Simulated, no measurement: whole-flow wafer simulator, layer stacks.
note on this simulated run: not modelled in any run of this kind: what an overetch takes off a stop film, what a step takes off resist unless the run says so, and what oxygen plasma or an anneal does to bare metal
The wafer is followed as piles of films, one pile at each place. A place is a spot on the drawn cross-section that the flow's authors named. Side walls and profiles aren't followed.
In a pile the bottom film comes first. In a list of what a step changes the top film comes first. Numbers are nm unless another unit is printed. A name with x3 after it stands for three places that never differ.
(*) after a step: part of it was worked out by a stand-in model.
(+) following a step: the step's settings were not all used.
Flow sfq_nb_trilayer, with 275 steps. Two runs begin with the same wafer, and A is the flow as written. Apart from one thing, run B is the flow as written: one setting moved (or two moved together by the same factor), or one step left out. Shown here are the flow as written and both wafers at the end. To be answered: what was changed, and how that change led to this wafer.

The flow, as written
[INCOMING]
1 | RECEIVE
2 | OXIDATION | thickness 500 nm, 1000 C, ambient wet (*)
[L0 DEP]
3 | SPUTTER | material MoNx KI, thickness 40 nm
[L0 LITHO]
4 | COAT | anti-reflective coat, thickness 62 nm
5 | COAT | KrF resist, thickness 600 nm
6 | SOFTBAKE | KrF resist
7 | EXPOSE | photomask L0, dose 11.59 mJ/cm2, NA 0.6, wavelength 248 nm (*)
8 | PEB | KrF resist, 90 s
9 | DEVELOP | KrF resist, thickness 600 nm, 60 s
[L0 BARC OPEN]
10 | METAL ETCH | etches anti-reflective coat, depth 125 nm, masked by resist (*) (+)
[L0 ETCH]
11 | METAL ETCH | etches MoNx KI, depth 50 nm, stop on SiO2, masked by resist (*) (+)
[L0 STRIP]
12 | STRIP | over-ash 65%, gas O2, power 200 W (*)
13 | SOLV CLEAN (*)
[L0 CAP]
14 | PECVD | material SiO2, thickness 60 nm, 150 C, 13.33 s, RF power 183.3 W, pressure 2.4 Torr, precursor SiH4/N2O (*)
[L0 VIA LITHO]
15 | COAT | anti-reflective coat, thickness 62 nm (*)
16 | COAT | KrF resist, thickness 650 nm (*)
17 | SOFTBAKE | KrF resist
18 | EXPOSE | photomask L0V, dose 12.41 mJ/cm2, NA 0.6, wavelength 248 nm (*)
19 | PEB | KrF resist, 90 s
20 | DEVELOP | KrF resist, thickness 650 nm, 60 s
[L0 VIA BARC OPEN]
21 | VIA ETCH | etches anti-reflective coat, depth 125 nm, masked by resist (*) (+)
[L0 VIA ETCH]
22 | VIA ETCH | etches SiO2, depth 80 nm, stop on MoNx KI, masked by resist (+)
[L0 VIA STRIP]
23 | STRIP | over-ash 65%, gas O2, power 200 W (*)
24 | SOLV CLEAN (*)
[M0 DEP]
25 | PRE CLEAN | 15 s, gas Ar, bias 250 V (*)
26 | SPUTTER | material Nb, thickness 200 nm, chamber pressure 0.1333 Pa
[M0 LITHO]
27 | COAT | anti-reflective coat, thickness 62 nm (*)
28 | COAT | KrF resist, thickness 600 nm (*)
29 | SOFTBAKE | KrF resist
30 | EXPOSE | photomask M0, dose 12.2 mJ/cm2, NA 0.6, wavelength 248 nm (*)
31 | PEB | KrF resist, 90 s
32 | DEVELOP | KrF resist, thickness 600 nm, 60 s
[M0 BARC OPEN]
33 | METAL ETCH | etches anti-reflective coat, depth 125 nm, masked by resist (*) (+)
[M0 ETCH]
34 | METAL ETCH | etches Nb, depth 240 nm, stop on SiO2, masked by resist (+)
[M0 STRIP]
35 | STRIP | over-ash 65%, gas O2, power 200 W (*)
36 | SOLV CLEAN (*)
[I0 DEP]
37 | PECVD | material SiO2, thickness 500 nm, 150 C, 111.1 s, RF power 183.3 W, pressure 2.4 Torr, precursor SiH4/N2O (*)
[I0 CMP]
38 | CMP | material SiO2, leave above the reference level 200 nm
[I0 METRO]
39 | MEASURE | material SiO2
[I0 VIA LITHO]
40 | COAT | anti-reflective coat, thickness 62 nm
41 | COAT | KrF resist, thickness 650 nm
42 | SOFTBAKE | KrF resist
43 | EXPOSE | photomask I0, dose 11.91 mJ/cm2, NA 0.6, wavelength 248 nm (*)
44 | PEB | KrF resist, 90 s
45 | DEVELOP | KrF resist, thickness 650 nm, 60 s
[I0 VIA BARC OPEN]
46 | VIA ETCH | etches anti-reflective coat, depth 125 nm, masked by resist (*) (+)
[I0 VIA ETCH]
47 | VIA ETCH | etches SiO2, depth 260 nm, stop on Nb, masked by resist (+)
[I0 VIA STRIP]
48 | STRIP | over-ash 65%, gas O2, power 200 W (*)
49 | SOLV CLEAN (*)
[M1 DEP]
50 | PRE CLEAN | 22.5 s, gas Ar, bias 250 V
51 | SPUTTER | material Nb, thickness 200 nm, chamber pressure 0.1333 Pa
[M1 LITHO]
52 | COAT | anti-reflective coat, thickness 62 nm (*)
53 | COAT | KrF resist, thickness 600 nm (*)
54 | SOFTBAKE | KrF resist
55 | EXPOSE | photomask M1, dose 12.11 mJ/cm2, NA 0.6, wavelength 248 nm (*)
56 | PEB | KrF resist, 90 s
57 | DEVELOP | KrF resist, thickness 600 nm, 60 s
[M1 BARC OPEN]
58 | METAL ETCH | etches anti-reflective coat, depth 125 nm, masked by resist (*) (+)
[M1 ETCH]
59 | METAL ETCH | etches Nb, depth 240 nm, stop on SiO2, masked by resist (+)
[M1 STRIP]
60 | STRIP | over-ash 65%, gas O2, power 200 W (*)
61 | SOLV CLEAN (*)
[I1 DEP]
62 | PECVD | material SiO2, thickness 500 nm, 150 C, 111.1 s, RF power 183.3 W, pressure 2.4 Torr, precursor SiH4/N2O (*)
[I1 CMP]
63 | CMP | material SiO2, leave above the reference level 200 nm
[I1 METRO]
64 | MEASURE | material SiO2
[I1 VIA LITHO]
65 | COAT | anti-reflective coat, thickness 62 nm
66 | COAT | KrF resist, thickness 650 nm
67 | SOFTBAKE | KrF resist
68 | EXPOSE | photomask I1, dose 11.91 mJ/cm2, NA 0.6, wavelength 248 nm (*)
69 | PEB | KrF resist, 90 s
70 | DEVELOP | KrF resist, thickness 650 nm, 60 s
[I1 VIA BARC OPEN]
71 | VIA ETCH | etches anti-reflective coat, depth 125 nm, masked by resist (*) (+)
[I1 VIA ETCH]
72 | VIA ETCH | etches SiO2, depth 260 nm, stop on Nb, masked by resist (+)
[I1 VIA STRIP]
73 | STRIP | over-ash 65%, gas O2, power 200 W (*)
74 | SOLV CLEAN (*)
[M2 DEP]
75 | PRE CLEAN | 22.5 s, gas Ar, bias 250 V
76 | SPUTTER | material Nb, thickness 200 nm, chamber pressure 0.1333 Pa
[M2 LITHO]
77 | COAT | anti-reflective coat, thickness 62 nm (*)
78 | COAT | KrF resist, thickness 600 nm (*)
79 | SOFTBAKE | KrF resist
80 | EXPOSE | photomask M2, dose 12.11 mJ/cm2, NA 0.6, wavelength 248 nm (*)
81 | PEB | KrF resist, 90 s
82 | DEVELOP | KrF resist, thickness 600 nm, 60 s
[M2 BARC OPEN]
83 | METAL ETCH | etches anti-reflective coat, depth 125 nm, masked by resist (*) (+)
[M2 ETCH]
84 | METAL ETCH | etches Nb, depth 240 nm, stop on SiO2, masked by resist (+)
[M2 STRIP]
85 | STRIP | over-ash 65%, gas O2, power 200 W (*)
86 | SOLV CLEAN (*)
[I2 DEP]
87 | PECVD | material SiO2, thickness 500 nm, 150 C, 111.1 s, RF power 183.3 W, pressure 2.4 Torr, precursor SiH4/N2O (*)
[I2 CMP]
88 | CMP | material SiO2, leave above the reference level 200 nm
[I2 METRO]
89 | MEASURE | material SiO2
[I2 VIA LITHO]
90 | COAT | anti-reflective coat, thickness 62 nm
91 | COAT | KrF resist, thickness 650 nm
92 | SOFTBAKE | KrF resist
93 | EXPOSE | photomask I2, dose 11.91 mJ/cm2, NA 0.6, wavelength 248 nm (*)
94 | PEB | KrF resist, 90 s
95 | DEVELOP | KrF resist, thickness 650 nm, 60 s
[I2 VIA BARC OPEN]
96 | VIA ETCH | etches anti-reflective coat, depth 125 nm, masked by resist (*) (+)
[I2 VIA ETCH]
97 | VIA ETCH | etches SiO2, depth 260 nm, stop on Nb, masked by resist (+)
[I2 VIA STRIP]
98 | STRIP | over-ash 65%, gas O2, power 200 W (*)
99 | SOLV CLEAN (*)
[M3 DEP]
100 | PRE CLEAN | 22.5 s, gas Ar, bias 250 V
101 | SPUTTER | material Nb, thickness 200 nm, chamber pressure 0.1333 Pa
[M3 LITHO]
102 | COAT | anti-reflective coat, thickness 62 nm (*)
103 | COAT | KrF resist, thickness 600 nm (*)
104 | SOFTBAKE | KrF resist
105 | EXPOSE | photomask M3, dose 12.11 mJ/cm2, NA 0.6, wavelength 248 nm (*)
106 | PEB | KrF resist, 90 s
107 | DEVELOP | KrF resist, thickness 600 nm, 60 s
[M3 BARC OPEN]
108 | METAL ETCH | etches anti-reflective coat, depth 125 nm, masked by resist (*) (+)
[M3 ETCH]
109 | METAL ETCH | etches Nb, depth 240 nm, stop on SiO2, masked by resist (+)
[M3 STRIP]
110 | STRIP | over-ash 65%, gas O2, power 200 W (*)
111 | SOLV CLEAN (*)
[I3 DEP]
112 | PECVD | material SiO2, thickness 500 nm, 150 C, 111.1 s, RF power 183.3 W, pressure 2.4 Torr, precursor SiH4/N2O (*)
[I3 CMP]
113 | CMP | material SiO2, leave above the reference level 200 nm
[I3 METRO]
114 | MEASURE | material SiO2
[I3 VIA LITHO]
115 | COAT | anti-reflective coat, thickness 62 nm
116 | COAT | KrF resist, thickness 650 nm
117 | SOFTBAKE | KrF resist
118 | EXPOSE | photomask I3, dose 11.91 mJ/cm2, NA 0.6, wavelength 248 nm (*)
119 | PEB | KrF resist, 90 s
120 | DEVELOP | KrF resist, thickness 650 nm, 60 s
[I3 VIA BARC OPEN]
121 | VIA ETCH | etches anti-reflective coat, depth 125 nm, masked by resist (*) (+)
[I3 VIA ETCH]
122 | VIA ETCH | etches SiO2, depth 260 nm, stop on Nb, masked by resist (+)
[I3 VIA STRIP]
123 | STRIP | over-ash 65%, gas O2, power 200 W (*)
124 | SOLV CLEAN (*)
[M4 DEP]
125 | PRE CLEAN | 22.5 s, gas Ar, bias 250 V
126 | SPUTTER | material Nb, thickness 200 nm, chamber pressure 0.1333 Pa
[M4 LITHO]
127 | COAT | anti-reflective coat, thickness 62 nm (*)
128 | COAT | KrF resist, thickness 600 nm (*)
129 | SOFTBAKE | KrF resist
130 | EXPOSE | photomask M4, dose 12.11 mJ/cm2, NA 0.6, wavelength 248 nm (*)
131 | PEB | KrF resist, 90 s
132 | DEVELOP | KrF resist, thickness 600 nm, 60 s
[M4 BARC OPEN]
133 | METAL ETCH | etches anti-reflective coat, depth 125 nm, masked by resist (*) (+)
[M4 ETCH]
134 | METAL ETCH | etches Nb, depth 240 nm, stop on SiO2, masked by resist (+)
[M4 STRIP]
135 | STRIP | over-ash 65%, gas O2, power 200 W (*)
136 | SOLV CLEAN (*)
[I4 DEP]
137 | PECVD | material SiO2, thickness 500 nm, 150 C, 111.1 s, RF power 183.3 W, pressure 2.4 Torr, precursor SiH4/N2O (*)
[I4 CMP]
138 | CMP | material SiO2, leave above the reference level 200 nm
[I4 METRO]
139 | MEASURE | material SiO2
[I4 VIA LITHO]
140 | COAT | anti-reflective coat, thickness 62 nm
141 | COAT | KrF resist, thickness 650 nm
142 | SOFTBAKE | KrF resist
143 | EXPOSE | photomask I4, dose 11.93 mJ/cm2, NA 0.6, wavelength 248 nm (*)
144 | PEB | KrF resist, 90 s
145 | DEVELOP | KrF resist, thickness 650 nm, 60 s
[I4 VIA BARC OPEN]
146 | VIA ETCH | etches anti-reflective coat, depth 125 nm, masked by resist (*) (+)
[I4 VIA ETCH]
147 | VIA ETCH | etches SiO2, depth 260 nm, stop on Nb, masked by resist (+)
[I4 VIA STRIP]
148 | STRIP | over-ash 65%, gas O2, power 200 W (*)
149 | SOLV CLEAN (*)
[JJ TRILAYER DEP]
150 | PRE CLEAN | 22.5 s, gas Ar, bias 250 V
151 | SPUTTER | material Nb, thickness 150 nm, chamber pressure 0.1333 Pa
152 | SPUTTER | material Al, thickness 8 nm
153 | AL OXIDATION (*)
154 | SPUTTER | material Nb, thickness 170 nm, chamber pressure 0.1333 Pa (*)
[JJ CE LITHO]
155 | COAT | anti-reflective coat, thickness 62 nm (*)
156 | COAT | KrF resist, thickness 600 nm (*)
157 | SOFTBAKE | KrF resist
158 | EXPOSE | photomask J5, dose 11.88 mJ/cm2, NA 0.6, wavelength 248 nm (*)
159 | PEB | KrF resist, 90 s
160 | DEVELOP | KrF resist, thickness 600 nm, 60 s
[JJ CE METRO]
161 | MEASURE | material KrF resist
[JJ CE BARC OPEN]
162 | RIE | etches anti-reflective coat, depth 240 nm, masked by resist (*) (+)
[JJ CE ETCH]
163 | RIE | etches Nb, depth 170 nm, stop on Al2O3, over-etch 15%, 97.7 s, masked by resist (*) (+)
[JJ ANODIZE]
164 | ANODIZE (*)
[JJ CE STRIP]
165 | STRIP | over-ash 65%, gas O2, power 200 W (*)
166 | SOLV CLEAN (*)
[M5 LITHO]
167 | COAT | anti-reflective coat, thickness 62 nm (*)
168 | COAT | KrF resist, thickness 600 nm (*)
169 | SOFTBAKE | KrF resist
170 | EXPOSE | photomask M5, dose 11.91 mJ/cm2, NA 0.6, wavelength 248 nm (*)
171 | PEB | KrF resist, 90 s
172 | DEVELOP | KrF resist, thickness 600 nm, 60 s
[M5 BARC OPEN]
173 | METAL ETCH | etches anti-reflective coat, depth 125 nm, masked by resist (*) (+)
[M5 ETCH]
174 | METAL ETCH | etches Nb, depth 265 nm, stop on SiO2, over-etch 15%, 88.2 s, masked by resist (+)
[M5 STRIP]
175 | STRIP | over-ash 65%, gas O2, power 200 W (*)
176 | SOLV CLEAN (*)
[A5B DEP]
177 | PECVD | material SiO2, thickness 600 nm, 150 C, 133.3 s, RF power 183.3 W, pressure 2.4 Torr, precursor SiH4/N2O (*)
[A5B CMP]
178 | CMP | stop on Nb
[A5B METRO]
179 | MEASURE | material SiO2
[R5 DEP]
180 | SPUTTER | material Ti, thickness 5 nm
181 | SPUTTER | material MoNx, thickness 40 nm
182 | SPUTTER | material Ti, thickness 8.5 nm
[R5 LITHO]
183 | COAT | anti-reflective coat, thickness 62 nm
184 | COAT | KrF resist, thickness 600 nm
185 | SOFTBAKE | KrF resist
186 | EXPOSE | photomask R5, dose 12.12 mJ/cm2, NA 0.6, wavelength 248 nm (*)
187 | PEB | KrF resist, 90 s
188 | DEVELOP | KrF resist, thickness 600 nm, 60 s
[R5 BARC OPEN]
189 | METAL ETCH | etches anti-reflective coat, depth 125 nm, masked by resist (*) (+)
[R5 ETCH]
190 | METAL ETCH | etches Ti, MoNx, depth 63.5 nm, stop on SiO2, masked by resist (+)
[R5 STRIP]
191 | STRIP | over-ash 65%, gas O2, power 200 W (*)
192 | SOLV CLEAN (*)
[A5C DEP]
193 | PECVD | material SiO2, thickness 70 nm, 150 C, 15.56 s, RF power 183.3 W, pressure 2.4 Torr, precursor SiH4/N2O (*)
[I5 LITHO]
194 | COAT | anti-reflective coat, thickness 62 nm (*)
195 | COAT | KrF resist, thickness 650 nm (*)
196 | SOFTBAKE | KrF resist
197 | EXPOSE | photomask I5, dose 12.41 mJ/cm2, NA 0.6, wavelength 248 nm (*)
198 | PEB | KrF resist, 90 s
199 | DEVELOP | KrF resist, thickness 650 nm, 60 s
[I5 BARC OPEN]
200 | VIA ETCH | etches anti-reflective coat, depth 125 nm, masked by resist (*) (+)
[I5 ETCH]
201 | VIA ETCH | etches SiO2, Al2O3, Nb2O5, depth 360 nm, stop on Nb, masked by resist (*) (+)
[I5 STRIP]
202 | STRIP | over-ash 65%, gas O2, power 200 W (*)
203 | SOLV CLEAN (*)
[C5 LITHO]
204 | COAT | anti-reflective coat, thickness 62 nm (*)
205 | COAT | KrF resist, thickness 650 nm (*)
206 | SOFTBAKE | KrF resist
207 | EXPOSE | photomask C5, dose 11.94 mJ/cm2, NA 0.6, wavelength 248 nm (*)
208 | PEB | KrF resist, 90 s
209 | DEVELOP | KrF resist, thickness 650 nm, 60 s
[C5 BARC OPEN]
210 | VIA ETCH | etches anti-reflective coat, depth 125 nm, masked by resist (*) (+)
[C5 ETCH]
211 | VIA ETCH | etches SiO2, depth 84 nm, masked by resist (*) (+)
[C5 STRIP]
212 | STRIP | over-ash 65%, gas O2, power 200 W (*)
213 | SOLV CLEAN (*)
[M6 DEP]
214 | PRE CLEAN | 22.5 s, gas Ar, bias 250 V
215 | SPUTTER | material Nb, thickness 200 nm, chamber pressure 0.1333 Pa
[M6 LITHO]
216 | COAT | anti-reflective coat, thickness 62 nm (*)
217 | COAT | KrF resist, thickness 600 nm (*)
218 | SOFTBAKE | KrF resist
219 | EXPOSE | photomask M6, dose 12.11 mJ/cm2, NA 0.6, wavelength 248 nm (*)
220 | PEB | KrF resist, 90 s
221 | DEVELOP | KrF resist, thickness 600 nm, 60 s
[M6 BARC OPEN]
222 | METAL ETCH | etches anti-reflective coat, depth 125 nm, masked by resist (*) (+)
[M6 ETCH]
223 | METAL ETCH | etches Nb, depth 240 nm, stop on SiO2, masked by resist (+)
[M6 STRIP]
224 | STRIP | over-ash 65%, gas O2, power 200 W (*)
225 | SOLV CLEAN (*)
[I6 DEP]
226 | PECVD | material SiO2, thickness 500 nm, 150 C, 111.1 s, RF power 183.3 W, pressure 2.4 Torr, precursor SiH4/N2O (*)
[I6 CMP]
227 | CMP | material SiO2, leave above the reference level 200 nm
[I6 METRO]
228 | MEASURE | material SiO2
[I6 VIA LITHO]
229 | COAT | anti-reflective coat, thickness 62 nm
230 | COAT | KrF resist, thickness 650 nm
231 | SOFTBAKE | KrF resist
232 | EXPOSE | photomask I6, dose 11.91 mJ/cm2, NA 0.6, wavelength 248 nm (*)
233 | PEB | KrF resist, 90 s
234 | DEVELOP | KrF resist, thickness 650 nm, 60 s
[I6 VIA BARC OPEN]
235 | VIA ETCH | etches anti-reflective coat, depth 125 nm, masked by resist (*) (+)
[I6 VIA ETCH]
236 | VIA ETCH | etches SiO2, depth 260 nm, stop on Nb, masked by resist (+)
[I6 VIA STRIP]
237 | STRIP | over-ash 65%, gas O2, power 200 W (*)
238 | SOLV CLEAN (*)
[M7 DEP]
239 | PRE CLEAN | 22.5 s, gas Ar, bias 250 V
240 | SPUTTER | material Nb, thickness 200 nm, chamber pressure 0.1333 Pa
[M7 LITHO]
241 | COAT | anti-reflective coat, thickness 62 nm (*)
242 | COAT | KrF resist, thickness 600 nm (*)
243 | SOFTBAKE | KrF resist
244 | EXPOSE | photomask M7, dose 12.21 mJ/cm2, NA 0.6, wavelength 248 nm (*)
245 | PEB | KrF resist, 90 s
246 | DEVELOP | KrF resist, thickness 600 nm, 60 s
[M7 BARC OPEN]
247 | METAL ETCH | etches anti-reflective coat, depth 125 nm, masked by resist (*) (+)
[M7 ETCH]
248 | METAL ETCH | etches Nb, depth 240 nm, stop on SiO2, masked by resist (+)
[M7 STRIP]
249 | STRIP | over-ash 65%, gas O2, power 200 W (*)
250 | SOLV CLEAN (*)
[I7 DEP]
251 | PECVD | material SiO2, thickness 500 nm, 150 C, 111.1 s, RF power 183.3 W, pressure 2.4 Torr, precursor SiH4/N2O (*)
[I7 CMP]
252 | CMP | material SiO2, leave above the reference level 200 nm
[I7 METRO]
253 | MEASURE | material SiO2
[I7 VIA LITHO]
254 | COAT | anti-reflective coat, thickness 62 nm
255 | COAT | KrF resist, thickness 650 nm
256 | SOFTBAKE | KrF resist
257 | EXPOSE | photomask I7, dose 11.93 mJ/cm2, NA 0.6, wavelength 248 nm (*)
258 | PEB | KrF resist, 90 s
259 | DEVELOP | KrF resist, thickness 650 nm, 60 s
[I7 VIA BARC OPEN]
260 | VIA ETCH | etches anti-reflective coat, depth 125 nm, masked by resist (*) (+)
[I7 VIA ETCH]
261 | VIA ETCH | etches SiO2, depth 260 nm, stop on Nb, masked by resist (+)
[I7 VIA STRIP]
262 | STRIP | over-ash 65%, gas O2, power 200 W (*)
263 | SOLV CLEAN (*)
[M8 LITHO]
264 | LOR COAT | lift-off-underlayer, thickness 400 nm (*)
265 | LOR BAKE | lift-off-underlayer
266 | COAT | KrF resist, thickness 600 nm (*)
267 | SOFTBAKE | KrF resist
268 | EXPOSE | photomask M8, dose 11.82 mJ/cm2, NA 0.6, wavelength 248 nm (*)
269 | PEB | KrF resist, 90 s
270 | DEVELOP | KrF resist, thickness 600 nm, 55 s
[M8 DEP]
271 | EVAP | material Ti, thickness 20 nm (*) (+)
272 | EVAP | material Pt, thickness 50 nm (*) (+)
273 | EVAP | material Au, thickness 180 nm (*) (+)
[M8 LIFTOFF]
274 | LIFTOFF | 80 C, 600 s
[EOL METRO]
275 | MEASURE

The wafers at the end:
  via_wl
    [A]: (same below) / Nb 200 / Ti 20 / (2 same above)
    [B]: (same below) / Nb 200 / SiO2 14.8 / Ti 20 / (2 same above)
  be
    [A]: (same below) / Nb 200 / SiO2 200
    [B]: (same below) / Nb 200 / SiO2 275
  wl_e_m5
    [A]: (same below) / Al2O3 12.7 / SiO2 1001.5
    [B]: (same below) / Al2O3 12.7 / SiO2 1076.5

Cause: step 252, CMP: leave above the reference level 275 nm was run, though the flow has leave above the reference level 200 nm.
The wafer itself shows it: be has SiO2 275, and step 252 as written asks for 200 nm.

How this came from the change, step by step:
  252 | CMP | material SiO2, leave above the reference level 200 nm
      field_l, p4_fl, p4_fm and 56 more: A -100 SiO2 | B -25 SiO2
      v_sur, via_wl, via_w and 37 more: A -300 SiO2 | B -225 SiO2
      (and at 7 other places as well)
  261 | VIA ETCH | etches SiO2, depth 260 nm, stop on Nb, masked by resist (+)
      via_wl, via_w, via_wr: A -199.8 SiO2 (all of it) | B -260 SiO2
  264 | LOR COAT | lift-off-underlayer, thickness 400 nm (*)
      via_wl, via_wr: A +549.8 lift-off-underlayer (new film) | B +594.8 lift-off-underlayer (new film)
      v_sur: A +369.4 lift-off-underlayer (new film) | B +360.2 lift-off-underlayer (new film)
      (and at 1 other place as well)
  270 | DEVELOP | KrF resist, thickness 600 nm, 55 s
      v_sur: A -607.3 KrF resist (all of it), -369.4 lift-off-underlayer (all of it) | B -609.9 KrF resist (all of it), -360.2 lift-off-underlayer (all of it)
      via_wl: A -623.9 KrF resist (all of it), -549.8 lift-off-underlayer (all of it) | B -631.4 KrF resist (all of it), -594.8 lift-off-underlayer (all of it)
      (and at 2 other places as well)
With metal films that touch counted as one body, via_wl has 8 bodies (between them, from the top down: SiO2 14.8; SiO2 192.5; SiO2 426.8 / Al2O3 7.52 / Nb2O5 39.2; SiO2 192.5; SiO2 192.5; SiO2 192.5; SiO2 192.5); the flow as written gives 7 bodies (between them, from the top down: SiO2 192.5; SiO2 426.8 / Al2O3 7.52 / Nb2O5 39.2; SiO2 192.5; SiO2 192.5; SiO2 192.5; SiO2 192.5).
